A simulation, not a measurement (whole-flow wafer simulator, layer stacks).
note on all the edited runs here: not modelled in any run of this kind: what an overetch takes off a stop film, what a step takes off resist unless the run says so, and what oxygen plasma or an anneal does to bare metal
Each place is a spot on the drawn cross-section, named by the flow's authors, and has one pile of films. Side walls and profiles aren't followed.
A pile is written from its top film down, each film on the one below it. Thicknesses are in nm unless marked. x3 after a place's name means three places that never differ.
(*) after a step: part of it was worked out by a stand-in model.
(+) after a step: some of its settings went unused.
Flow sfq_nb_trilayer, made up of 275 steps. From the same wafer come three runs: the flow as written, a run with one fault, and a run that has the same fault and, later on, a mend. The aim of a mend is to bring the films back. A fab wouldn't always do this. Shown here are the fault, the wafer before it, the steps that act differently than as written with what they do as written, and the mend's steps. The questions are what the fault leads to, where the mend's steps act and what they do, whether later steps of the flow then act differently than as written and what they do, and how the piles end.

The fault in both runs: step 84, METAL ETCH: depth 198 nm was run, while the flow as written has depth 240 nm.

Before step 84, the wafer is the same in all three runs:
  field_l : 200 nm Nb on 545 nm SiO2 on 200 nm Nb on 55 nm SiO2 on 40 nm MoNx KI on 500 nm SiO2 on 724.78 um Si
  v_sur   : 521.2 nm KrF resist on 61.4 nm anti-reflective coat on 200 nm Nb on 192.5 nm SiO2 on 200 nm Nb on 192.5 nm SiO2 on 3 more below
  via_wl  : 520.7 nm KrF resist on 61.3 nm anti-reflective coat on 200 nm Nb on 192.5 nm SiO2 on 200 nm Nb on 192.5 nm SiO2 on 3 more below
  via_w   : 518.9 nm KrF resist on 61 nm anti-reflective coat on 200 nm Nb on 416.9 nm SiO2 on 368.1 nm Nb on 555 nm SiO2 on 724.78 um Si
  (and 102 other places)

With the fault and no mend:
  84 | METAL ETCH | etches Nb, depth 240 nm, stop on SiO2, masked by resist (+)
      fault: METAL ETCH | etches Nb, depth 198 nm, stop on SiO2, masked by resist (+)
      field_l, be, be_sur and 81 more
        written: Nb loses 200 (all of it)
        fault: Nb loses 198
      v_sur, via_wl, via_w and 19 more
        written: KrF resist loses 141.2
        fault: KrF resist loses 116.5
  Steps later in the flow that act otherwise than as written (1 other step is not shown; it differs only slightly, by no more than 2% or 0.5 nm, whichever is larger):
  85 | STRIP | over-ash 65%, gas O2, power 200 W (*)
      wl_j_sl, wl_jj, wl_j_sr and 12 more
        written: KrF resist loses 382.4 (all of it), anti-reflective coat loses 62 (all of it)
        fault: KrF resist loses 407.1 (all of it), anti-reflective coat loses 62 (all of it)
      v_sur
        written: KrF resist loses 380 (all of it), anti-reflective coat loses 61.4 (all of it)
        fault: KrF resist loses 404.7 (all of it), anti-reflective coat loses 61.4 (all of it)
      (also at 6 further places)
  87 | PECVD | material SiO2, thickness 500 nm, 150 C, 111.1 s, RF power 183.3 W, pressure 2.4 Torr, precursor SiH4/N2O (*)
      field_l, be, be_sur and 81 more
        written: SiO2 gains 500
        fault: SiO2 gains 500 (new film)
  At field_l, be, be_sur and 81 more, the piles at the end differ from the flow's by more than 2% or 0.5 nm, whichever is larger.
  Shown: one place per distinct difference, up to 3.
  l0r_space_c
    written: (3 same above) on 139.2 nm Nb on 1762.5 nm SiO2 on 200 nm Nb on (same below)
    fault: (3 same above) on 139.2 nm Nb on 1175.5 nm SiO2 on 2 nm Nb on 585 nm SiO2 on 200 nm Nb on (same below)
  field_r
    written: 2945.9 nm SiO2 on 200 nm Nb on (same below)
    fault: 2358.9 nm SiO2 on 2 nm Nb on 585 nm SiO2 on 200 nm Nb on (same below)
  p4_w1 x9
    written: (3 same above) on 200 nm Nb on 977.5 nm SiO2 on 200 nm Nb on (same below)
    fault: (3 same above) on 200 nm Nb on 390.5 nm SiO2 on 2 nm Nb on 585 nm SiO2 on 200 nm Nb on (same below)

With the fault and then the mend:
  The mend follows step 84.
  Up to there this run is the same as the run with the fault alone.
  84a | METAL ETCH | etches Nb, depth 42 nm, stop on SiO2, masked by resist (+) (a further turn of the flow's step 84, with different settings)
      field_l, be, be_sur and 81 more
        Nb loses 2 (all of it)
      v_sur, via_wl, via_w and 19 more
        KrF resist loses 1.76
  Steps later in the flow that act otherwise than as written:
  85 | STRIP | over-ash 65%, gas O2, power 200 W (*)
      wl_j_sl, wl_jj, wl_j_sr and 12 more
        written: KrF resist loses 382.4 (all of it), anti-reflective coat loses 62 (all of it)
        mend: KrF resist loses 405.3 (all of it), anti-reflective coat loses 62 (all of it)
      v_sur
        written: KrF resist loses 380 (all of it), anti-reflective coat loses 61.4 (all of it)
        mend: KrF resist loses 403 (all of it), anti-reflective coat loses 61.4 (all of it)
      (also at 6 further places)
  By the end, the piles equal the flow's at every place that both follow.
